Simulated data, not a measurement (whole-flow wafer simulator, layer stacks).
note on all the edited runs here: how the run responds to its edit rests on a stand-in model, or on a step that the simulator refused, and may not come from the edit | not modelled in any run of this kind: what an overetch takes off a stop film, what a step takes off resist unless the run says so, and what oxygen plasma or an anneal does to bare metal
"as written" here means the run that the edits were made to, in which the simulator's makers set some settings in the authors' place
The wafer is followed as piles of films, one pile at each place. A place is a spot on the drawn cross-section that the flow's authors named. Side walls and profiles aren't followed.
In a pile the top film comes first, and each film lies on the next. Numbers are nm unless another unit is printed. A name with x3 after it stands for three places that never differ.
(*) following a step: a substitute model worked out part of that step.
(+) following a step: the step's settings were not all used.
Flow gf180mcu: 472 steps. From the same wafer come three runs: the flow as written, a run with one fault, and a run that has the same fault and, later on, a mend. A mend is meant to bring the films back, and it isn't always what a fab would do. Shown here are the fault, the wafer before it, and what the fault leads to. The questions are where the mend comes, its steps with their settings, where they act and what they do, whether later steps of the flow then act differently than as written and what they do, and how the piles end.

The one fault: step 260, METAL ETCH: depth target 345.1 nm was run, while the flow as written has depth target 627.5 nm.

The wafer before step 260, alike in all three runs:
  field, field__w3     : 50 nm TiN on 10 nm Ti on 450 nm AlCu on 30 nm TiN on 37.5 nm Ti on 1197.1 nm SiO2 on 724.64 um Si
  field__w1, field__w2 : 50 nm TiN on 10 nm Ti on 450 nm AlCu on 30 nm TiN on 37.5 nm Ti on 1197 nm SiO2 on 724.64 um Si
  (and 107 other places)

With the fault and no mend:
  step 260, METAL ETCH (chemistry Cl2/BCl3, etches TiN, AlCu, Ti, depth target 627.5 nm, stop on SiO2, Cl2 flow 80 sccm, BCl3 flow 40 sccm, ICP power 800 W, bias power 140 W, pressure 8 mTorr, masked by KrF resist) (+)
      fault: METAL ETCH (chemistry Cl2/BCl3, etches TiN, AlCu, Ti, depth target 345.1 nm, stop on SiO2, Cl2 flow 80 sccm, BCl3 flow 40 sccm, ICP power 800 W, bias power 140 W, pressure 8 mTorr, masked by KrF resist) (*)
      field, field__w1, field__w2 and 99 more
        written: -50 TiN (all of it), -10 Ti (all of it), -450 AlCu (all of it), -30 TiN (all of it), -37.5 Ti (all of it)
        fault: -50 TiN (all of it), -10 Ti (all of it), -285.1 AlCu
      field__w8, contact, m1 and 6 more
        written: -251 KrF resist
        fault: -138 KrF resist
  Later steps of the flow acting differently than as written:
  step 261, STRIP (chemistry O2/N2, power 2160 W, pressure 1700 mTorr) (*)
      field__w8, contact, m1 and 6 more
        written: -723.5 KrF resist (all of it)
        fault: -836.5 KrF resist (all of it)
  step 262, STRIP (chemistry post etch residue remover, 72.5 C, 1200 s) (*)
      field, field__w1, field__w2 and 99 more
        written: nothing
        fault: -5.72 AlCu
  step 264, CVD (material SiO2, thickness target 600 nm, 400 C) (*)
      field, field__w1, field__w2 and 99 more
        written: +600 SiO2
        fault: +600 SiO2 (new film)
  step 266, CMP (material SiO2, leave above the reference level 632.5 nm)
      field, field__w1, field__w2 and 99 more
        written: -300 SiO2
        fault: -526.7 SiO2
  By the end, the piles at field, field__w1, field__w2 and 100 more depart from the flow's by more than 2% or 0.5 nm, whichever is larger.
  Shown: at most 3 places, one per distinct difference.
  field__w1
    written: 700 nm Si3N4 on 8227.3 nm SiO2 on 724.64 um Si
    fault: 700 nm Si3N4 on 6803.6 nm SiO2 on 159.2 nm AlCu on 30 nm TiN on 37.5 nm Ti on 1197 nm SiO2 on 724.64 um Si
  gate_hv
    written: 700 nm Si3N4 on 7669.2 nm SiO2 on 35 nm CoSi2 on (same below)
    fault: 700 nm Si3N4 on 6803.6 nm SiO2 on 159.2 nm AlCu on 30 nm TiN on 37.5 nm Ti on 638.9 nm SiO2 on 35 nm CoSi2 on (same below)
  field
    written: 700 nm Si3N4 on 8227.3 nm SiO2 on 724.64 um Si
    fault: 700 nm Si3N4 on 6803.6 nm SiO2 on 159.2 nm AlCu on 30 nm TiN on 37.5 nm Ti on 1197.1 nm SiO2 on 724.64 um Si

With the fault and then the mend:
  After step 260 comes the mend.
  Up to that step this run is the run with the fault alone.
  step 260a, METAL ETCH (chemistry Cl2/BCl3, etches TiN, AlCu, Ti, depth target 282.4 nm, stop on SiO2, Cl2 flow 80 sccm, BCl3 flow 40 sccm, ICP power 800 W, bias power 140 W, pressure 8 mTorr, masked by KrF resist) (+) (the flow's step 260, run once more with other settings)
      field, field__w1, field__w2 and 99 more
        -164.9 AlCu (all of it), -30 TiN (all of it), -37.5 Ti (all of it)
      field__w8, contact, m1 and 6 more
        -113 KrF resist
  Later steps of the flow that are run all act as written at every place that is followed.
  By the end, the piles equal the flow's at every place that both follow.
